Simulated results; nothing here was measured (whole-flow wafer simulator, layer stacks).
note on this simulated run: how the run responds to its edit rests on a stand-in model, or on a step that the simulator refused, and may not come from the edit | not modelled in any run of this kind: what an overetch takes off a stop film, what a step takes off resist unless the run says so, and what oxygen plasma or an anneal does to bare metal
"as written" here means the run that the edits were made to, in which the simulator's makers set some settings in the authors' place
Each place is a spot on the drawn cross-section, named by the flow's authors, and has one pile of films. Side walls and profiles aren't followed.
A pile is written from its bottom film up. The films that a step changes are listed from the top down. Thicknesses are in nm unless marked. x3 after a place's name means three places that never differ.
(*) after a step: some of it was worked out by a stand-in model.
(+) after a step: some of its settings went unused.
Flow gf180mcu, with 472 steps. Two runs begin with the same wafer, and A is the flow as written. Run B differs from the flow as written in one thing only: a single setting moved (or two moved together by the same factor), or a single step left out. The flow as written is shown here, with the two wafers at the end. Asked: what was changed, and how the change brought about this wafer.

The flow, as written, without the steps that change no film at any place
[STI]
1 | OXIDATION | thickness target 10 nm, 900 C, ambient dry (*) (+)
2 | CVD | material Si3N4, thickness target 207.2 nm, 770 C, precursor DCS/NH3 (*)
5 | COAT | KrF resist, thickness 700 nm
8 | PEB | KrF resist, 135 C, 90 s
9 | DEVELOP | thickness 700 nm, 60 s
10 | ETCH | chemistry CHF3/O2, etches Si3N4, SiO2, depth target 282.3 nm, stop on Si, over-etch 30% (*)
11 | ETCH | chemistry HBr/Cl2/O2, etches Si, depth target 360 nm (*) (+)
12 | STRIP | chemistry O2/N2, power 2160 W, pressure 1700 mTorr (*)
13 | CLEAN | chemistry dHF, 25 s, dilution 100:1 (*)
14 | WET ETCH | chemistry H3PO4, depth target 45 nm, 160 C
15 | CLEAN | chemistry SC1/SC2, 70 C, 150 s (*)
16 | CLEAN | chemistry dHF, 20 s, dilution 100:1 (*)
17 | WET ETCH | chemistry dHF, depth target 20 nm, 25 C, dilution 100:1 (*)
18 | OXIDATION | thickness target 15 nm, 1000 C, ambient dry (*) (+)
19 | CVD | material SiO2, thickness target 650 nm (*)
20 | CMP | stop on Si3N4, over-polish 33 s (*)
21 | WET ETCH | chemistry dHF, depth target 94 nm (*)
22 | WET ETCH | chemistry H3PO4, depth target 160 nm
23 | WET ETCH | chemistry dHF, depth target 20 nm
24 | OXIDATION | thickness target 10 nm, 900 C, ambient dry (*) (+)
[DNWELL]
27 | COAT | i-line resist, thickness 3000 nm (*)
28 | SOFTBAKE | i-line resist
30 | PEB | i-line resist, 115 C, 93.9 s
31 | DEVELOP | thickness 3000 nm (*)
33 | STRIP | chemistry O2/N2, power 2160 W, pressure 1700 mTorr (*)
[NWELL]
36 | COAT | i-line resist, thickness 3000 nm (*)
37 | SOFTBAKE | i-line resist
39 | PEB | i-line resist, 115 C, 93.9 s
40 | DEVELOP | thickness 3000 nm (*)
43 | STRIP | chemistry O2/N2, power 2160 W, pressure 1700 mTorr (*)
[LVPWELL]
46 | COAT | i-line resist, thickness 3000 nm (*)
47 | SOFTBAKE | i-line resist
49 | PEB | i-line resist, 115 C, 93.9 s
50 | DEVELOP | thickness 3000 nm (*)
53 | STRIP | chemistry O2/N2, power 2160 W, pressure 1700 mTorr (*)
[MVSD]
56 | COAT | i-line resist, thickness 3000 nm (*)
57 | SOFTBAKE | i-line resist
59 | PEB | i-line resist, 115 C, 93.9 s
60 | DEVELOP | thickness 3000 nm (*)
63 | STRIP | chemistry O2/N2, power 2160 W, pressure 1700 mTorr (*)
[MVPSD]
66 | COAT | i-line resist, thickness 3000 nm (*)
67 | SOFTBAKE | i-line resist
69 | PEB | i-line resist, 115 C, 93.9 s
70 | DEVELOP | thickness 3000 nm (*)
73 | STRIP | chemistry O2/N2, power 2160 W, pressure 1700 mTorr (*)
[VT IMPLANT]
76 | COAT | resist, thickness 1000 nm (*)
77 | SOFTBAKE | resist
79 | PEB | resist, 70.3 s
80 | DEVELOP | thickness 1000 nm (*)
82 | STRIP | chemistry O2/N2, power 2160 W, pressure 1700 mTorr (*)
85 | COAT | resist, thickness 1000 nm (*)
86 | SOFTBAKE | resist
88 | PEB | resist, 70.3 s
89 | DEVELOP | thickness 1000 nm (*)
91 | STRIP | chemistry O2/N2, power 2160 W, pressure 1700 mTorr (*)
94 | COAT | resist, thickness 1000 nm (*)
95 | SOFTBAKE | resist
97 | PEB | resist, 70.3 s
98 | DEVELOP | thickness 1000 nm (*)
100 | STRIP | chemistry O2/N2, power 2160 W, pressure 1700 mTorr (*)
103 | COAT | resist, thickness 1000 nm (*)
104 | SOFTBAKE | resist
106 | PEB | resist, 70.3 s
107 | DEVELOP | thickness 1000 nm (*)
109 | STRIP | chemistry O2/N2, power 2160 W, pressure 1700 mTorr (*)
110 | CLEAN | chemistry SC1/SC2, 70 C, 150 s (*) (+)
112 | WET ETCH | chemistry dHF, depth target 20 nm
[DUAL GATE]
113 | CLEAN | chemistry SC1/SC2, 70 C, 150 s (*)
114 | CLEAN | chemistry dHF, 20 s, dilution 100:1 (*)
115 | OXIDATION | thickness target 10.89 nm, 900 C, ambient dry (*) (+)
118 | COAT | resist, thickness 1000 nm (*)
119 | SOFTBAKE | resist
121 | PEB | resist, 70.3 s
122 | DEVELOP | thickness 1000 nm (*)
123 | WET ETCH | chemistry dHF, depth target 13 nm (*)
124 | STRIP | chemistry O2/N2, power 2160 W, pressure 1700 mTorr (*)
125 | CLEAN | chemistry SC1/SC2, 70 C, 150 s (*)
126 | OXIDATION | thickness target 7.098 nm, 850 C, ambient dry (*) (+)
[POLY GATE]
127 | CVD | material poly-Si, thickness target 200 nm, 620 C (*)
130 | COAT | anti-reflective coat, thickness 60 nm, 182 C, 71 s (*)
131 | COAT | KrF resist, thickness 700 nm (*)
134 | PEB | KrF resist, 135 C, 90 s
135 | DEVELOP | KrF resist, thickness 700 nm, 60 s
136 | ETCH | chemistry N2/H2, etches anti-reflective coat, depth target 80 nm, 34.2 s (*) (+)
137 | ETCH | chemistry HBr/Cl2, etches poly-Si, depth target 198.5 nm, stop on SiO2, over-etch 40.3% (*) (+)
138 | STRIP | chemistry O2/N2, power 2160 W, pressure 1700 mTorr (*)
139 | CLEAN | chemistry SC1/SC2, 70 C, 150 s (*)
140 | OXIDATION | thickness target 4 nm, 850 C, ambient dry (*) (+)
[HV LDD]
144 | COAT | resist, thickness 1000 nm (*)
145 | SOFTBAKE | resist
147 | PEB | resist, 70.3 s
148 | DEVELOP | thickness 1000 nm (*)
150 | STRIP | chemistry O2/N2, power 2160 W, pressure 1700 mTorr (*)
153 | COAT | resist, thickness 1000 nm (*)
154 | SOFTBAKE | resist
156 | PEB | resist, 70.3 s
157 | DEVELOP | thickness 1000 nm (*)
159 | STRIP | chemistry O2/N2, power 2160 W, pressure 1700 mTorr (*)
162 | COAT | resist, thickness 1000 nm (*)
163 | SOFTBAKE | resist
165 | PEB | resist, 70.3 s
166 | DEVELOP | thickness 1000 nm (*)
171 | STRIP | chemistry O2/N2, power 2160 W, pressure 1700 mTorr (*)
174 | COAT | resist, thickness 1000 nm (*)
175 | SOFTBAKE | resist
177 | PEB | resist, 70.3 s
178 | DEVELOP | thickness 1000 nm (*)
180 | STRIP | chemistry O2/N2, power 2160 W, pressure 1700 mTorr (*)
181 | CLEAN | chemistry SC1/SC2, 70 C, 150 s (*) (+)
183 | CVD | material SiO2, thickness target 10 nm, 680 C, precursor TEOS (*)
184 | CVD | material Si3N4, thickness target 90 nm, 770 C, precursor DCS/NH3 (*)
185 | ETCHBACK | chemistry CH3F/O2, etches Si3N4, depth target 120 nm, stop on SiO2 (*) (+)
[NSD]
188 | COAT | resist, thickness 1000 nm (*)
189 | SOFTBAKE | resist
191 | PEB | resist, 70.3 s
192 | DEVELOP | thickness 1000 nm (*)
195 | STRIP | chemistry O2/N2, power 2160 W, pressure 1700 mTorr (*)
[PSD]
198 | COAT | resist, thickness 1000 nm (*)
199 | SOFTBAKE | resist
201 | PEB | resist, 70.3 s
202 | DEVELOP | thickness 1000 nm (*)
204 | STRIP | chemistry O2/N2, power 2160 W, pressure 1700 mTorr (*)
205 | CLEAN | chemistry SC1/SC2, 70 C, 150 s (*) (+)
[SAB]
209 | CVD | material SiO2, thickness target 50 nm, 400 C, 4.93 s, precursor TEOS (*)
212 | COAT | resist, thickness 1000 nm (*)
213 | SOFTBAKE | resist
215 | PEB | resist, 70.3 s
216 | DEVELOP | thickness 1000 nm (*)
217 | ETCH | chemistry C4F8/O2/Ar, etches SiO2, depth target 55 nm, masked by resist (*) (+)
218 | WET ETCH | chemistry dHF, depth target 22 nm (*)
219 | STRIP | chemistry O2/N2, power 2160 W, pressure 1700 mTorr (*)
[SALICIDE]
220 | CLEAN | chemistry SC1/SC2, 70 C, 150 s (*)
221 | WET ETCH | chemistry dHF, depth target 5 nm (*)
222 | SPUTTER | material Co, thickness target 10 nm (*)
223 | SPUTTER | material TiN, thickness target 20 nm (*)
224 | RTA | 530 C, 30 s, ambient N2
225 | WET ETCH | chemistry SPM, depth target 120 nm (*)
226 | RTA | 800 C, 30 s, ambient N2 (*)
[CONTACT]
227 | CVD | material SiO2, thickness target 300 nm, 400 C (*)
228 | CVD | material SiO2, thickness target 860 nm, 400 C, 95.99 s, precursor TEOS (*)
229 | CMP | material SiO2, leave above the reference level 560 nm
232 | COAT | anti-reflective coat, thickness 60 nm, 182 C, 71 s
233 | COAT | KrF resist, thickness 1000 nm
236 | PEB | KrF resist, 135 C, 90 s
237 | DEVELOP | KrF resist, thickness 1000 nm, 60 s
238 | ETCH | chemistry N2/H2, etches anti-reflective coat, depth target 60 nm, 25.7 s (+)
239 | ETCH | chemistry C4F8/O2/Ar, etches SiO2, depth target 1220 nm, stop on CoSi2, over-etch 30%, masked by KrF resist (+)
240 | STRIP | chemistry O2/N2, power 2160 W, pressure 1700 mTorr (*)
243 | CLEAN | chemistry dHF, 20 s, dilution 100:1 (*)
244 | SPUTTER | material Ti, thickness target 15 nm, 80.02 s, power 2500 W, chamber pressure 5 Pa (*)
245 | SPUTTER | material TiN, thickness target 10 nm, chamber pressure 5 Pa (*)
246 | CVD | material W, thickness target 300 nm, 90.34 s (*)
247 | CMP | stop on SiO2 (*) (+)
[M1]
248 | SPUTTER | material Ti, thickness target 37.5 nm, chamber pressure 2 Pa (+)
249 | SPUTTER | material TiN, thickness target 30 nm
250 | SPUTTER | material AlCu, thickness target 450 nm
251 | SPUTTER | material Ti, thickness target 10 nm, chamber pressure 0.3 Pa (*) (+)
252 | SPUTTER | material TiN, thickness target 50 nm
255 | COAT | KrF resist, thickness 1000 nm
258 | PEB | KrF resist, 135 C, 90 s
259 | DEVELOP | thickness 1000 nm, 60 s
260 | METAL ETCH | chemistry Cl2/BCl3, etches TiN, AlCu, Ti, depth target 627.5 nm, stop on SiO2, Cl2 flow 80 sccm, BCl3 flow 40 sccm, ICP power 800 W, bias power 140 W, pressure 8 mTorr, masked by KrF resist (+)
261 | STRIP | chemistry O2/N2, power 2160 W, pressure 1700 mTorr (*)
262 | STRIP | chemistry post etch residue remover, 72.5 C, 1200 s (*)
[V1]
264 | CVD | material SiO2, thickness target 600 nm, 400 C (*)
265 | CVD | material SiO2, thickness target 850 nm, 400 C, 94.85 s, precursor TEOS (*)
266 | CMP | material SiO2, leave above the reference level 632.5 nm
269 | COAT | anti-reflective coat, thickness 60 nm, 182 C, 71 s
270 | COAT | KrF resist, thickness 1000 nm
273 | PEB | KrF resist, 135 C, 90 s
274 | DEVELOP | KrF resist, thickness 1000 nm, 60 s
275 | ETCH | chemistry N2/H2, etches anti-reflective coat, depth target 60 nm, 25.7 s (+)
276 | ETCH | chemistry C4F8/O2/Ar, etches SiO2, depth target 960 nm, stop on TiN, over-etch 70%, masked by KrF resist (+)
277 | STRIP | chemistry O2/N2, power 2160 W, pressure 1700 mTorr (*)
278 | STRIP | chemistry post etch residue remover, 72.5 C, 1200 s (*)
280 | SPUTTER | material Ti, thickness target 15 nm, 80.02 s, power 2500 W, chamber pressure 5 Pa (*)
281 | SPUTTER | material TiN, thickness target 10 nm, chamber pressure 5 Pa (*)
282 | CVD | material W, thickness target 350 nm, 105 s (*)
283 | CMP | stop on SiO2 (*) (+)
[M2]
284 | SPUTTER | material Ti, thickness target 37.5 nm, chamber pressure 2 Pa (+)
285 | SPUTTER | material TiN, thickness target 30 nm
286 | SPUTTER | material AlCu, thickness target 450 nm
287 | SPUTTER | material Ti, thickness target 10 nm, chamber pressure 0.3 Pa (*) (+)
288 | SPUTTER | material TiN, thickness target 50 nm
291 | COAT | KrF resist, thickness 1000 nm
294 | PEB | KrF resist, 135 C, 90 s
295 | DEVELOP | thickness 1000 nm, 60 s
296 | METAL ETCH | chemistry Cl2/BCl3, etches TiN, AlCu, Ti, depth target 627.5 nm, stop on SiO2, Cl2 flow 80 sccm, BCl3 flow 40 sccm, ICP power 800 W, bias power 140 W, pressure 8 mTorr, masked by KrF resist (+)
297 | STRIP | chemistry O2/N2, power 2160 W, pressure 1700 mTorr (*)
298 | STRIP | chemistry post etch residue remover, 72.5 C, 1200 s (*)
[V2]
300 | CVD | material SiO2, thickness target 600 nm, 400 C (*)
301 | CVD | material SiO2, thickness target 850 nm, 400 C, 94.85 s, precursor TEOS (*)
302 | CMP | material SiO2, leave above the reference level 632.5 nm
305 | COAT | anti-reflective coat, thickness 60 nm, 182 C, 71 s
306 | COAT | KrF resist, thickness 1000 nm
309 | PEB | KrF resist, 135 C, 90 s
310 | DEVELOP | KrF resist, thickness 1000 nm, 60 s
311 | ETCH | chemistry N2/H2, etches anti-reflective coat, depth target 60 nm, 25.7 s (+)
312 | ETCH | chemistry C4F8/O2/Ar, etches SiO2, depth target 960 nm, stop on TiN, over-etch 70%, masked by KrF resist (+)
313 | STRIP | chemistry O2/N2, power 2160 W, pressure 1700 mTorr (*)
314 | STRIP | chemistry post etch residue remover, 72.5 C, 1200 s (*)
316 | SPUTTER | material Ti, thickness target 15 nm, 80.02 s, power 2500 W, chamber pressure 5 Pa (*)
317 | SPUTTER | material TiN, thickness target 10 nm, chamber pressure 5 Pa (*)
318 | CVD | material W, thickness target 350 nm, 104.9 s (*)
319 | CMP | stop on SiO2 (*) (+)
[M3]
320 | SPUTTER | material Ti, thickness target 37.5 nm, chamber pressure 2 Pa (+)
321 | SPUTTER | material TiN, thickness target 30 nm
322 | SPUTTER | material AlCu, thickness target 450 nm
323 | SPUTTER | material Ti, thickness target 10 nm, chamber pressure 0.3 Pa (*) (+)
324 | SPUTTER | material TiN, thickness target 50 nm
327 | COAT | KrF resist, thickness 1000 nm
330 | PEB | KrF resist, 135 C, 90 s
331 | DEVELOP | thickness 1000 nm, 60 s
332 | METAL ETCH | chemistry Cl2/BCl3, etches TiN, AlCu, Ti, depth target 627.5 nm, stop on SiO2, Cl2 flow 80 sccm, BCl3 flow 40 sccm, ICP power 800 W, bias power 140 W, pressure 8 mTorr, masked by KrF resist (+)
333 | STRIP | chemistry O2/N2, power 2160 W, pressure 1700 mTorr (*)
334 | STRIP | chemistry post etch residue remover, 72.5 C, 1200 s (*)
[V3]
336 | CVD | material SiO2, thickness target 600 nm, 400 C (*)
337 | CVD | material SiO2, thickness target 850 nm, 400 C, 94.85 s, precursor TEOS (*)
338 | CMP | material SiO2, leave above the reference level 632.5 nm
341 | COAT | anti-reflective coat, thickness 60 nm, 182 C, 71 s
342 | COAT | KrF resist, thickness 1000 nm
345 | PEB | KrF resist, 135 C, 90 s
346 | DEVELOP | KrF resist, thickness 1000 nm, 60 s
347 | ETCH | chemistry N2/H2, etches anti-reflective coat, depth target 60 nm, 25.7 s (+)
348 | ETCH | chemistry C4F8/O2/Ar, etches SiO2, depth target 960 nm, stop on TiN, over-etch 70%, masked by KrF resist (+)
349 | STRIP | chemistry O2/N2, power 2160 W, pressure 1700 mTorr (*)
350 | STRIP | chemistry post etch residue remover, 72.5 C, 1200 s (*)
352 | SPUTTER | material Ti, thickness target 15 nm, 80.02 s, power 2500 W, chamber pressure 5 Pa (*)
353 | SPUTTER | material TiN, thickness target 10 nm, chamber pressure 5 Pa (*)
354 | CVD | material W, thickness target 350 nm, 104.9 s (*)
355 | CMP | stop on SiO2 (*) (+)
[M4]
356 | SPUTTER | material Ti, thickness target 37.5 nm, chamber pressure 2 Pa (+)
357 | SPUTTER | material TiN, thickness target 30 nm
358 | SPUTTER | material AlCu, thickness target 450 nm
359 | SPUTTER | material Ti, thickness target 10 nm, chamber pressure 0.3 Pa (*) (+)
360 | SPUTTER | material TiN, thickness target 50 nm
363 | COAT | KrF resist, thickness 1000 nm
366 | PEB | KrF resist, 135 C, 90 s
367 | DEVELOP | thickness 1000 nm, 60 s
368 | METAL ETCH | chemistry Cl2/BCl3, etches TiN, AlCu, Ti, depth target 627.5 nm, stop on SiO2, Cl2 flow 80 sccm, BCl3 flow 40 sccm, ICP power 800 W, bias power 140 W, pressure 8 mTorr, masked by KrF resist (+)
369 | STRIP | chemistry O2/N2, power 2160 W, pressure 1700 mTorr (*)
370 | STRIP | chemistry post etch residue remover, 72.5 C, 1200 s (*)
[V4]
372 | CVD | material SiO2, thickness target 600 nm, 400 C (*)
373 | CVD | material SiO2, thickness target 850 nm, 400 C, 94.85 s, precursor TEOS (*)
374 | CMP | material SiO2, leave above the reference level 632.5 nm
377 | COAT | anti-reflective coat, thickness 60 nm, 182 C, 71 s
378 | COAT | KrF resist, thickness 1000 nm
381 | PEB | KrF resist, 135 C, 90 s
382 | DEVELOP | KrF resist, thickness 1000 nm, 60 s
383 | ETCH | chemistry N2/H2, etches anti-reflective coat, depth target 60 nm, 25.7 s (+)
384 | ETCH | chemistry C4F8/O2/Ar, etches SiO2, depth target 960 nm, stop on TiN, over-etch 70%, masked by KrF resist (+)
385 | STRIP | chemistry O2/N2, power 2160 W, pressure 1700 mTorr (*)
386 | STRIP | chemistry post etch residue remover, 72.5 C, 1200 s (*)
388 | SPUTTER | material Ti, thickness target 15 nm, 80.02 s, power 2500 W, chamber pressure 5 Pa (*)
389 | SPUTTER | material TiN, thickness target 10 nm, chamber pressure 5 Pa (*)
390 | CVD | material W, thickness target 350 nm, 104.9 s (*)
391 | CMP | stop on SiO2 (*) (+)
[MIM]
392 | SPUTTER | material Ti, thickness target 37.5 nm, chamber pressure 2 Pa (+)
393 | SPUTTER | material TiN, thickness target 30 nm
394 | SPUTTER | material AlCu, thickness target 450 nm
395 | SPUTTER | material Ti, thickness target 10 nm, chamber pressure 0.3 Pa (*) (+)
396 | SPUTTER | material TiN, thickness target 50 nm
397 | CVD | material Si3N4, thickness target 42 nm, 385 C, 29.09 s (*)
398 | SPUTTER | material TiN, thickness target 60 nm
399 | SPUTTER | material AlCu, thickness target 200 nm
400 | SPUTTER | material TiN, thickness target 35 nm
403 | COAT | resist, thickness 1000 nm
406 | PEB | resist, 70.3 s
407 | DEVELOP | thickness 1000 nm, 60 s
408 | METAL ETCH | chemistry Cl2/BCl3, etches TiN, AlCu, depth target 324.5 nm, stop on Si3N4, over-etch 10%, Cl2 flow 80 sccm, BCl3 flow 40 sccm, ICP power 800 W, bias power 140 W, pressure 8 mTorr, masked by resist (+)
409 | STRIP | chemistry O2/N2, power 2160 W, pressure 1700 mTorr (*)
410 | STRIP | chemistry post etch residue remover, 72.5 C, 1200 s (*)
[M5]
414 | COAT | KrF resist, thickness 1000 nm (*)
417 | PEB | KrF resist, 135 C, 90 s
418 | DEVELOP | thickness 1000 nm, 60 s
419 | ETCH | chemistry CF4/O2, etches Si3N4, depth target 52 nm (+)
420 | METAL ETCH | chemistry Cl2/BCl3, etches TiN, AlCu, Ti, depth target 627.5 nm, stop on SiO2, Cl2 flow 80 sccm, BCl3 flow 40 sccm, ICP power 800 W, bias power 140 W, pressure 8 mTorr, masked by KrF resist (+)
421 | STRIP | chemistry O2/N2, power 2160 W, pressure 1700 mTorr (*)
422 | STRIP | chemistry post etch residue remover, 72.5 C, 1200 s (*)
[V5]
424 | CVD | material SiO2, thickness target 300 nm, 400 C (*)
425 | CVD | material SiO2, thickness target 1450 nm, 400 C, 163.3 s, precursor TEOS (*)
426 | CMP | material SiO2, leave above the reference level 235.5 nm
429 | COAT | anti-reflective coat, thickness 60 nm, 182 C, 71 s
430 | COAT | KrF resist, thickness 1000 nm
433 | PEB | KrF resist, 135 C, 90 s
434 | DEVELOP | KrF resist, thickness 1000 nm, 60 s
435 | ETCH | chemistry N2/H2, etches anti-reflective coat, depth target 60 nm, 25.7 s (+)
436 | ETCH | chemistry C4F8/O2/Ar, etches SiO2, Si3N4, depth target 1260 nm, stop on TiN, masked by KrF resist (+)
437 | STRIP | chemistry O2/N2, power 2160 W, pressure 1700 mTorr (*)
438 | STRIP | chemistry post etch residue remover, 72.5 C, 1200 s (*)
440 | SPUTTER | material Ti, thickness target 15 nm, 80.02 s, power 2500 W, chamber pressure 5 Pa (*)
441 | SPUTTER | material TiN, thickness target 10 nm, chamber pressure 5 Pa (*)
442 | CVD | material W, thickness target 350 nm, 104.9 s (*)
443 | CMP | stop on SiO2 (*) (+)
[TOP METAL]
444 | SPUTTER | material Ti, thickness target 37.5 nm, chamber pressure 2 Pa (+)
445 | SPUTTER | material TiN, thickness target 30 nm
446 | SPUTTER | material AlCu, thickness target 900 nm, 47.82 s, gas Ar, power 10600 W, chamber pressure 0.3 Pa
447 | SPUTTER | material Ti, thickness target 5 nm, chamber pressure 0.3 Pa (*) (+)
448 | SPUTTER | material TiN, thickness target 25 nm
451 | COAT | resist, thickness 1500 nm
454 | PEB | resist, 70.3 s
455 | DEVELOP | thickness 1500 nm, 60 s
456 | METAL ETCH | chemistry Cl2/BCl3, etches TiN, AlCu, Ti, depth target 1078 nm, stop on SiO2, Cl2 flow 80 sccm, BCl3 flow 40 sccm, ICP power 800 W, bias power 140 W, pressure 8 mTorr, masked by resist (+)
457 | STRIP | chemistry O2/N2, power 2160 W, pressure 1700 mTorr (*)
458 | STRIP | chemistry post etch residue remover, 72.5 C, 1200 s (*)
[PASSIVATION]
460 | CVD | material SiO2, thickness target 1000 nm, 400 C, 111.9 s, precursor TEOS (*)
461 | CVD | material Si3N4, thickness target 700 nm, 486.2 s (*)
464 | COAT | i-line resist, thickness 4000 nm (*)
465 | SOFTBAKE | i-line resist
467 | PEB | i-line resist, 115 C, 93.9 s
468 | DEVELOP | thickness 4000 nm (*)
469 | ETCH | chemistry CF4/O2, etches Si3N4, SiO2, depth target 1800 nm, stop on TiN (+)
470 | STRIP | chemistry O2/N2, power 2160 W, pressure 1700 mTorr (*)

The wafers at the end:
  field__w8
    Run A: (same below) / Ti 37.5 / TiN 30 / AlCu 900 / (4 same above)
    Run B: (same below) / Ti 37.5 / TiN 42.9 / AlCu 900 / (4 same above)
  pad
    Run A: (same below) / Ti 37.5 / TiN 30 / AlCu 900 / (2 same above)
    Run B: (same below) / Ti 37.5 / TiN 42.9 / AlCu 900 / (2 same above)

The reason: step 445, SPUTTER: thickness target 42.9 nm was run, while the flow as written has thickness target 30 nm.
One can read it off the wafer: field__w8 has TiN 42.9, and step 445 as written asks for 30 nm.

Step by step, how the change led to this:
  445 | SPUTTER | material TiN, thickness target 30 nm
      field, field__w1, field__w2 and 109 more: A +30 TiN (new film) | B +42.9 TiN (new film)
  456 | METAL ETCH | chemistry Cl2/BCl3, etches TiN, AlCu, Ti, depth target 1078 nm, stop on SiO2, Cl2 flow 80 sccm, BCl3 flow 40 sccm, ICP power 800 W, bias power 140 W, pressure 8 mTorr, masked by resist (+)
      field, field__w1, field__w2 and 103 more: A -25 TiN (all of it), -5 Ti (all of it), -900 AlCu (all of it), -30 TiN (all of it), -37.5 Ti (all of it) | B -25 TiN (all of it), -5 Ti (all of it), -900 AlCu (all of it), -42.9 TiN (all of it), -37.5 Ti (all of it)
  465 | SOFTBAKE | i-line resist
      gate: A +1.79 i-line resist | B -0.27 i-line resist
      ld_acc_p, ld_fp_p, ld_drift_p: A +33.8 i-line resist | B +27.4 i-line resist
      (also at 56 further places)
